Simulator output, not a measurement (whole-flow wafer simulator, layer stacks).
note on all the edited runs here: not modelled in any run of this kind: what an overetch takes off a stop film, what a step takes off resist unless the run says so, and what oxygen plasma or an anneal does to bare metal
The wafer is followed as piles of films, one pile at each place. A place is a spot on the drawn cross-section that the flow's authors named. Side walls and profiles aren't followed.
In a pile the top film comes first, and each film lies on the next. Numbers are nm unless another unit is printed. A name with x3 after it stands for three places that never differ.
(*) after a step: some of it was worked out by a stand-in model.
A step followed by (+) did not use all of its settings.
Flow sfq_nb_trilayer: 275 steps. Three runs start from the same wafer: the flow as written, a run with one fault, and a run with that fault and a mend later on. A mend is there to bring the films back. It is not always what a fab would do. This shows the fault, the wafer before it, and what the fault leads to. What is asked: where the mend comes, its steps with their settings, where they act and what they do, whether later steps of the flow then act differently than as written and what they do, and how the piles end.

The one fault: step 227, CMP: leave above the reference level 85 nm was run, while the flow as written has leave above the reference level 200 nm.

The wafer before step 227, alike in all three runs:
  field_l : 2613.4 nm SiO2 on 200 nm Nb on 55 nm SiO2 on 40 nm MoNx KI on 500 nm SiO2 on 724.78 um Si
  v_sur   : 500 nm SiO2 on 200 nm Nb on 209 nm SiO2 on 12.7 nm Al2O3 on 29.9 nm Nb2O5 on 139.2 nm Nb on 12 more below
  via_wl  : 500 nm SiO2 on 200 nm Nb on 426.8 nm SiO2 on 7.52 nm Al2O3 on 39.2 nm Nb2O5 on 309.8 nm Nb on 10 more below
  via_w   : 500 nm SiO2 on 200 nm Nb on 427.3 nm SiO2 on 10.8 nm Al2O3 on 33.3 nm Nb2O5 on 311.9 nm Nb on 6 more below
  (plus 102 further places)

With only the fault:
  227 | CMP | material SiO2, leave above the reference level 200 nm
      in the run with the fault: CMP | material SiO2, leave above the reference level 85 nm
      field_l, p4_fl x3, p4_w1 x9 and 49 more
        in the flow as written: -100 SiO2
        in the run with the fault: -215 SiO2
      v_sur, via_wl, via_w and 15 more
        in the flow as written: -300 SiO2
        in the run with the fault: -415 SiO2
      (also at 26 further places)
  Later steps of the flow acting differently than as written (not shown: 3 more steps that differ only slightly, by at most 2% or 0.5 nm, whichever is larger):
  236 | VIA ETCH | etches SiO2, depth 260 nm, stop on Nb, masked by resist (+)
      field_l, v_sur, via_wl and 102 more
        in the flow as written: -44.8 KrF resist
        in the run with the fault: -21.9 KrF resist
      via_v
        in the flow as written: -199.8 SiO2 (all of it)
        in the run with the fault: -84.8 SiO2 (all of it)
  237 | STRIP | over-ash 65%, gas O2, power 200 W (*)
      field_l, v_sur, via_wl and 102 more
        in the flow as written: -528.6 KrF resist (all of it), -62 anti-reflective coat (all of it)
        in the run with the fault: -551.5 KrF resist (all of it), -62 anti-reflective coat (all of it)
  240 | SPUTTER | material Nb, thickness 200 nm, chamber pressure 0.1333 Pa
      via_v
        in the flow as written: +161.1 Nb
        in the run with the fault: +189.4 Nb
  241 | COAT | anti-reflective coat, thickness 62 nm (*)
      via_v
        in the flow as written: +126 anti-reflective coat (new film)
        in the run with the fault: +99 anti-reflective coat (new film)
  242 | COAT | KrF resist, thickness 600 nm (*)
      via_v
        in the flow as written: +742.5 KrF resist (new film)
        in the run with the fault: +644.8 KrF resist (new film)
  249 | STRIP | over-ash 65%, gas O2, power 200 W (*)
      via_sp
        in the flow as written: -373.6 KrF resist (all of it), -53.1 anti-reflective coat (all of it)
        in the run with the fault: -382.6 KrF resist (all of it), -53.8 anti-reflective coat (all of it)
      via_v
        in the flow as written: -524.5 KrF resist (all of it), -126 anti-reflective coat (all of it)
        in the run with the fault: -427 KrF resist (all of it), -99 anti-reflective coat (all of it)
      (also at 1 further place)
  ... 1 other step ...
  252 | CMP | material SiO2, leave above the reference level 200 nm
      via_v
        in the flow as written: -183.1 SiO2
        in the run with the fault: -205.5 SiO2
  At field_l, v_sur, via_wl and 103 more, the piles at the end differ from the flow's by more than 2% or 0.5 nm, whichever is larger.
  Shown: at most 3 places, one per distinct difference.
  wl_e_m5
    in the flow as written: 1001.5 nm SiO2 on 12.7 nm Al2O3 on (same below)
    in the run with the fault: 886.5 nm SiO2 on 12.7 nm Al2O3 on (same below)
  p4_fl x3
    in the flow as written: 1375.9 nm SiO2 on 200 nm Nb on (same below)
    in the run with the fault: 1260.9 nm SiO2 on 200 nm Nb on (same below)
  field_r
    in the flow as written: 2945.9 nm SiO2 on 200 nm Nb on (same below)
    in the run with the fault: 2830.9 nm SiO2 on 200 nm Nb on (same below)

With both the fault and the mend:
  The mend stands after step 234.
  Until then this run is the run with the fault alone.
  234a | STRIP | over-ash 65%, gas O2, power 200 W (*)
      field_l, v_sur, via_wl and 102 more
        -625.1 KrF resist (all of it), -62 anti-reflective coat (all of it)
      via_v
        -62 anti-reflective coat (all of it)
  234b | PECVD | material SiO2, thickness 115 nm, 150 C, 25.56 s, RF power 183.3 W, pressure 2.4 Torr, precursor SiH4/N2O (a further turn of the flow's step 226, with different settings)
      field_l, v_sur, via_wl and 103 more
        +115 SiO2
  234c | COAT | anti-reflective coat, thickness 62 nm (a further turn of the flow's step 229)
      field_l, v_sur, via_wl and 103 more
        +62 anti-reflective coat (new film)
  234d | COAT | KrF resist, thickness 650 nm (a further turn of the flow's step 230)
      field_l, v_sur, via_wl and 103 more
        +650 KrF resist (new film)
  234e | SOFTBAKE | KrF resist (a further turn of the flow's step 231)
      leaves every film unchanged at each place that is followed
  234f | EXPOSE | photomask I6, dose 11.91 mJ/cm2, NA 0.6, wavelength 248 nm (*) (a further turn of the flow's step 232)
      leaves every film unchanged at each place that is followed
  234g | PEB | KrF resist, 90 s (a further turn of the flow's step 233)
      field_l, v_sur, via_wl and 103 more
        -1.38 KrF resist
  234h | DEVELOP | KrF resist, thickness 650 nm, 60 s (a further turn of the flow's step 234)
      field_l, v_sur, via_wl and 102 more
        -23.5 KrF resist
      via_v
        -648.6 KrF resist (all of it)
  Every later step of the flow that is run acts as written, at every place that is followed, to within 2% or 0.5 nm, whichever is larger.
  By the end, the piles equal the flow's at every place that both follow.
